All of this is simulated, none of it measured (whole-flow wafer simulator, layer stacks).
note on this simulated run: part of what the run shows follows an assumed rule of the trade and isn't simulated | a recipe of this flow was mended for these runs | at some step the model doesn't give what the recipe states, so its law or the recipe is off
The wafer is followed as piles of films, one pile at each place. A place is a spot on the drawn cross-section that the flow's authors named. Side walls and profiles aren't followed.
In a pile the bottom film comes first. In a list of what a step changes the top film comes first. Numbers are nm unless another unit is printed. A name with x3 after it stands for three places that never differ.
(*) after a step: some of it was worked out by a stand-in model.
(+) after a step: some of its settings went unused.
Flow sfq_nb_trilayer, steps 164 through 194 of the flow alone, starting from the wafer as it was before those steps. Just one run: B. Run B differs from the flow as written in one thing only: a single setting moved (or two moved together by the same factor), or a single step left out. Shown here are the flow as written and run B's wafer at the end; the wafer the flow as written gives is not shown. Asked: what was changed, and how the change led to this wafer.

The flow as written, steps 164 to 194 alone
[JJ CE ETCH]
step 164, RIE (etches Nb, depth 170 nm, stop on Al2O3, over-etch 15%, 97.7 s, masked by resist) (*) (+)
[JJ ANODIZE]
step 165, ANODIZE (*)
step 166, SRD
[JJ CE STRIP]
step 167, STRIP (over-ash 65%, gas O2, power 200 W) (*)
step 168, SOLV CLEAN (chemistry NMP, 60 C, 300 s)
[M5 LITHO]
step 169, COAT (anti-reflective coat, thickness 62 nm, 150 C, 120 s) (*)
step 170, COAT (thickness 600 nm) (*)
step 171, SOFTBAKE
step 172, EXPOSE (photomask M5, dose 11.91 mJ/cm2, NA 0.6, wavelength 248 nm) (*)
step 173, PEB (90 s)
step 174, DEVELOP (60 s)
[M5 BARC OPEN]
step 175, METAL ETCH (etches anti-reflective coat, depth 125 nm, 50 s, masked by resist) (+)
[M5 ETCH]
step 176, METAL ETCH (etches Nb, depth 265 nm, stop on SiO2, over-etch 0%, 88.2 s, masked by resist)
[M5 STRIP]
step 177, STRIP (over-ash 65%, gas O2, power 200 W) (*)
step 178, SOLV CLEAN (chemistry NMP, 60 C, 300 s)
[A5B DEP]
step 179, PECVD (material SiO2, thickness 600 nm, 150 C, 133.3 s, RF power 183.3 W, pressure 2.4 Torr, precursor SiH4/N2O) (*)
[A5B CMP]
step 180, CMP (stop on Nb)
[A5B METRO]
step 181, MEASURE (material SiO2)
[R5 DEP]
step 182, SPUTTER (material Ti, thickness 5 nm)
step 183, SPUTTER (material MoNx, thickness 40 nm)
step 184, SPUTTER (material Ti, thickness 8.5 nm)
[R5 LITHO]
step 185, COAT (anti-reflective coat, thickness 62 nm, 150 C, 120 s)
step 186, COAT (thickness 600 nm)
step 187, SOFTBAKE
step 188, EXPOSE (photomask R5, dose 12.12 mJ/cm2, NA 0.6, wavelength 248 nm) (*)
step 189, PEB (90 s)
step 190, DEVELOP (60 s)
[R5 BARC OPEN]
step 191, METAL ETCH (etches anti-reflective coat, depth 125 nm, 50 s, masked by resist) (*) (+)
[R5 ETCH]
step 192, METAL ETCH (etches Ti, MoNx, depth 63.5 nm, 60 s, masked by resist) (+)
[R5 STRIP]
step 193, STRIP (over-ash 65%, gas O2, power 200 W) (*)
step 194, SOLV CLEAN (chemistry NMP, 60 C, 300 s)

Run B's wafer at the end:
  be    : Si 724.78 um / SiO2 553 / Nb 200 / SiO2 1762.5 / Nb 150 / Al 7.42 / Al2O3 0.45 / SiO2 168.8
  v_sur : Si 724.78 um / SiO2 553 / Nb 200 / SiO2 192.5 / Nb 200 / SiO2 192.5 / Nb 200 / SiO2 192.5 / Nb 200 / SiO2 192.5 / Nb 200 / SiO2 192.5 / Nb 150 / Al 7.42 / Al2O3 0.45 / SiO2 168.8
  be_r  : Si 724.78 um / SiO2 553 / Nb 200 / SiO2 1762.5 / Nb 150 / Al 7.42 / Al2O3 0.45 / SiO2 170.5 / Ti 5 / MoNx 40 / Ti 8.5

What caused this: step 165, ANODIZE (*), was not run.

Step by step, how the change led to this:
  step 169, COAT (anti-reflective coat, thickness 62 nm, 150 C, 120 s) (*)
      via_wl, via_wr: +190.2 anti-reflective coat (new film) (in the flow as written it would be: +184 anti-reflective coat (new film))
      wl_j_sl, wl_j_sr: +119.3 anti-reflective coat (new film) (in the flow as written it would be: +110.7 anti-reflective coat (new film))
      (also at 13 further places)
  step 170, COAT (thickness 600 nm) (*)
      ce_l: +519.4 KrF-resist-other-grade (new film) (in the flow as written it would be: +533.7 KrF-resist-other-grade (new film))
      c5j: +496.8 KrF-resist-other-grade (new film) (in the flow as written it would be: +511 KrF-resist-other-grade (new film))
      (also at 2 further places)
  step 175, METAL ETCH (etches anti-reflective coat, depth 125 nm, 50 s, masked by resist) (+)
      r_sur: -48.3 anti-reflective coat (all of it), -0.45 Al2O3 (all of it) (in the flow as written it would be: -49.6 anti-reflective coat (all of it), -0.15 Al2O3)
      wl_a_sl: -50.5 anti-reflective coat (all of it), -0.45 Al2O3 (all of it) (in the flow as written it would be: -54.5 anti-reflective coat (all of it), -0.14 Al2O3)
      (also at 1 further place)
  step 176, METAL ETCH (etches Nb, depth 265 nm, stop on SiO2, over-etch 0%, 88.2 s, masked by resist)
      field_l, res, moat and 45 more: -0.32 Al2O3 (all of it), -7.42 Al (all of it), -150 Nb (all of it) (in the flow as written it would be: -12.6 Al2O3 (all of it), -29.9 Nb2O5 (all of it), -139.2 Nb (all of it), -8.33 SiO2)
      r_sur, wl_a_sl, wl_a_m6: -7.42 Al (all of it), -150 Nb (all of it) (in the flow as written it would be: -12.5 Al2O3 (all of it), -29.9 Nb2O5 (all of it), -139.2 Nb (all of it), -8.33 SiO2)
      (also at 2 further places)
  step 177, STRIP (over-ash 65%, gas O2, power 200 W) (*)
      via_wl: -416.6 KrF-resist-other-grade (all of it), -190.2 anti-reflective coat (all of it) (in the flow as written it would be: -418.2 KrF-resist-other-grade (all of it), -184 anti-reflective coat (all of it))
      via_w: -509.9 KrF-resist-other-grade (all of it), -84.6 anti-reflective coat (all of it) (in the flow as written it would be: -509.5 KrF-resist-other-grade (all of it), -82.9 anti-reflective coat (all of it))
      (also at 12 further places)
  step 180, CMP (stop on Nb)
      field_l, lsp_m, ln_m6 and 44 more: -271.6 SiO2 (in the flow as written it would be: -263.3 SiO2)
      v_sur, via_sp, via_v and 43 more: -429.5 SiO2 (in the flow as written it would be: -453.5 SiO2)
      (also at 9 further places)
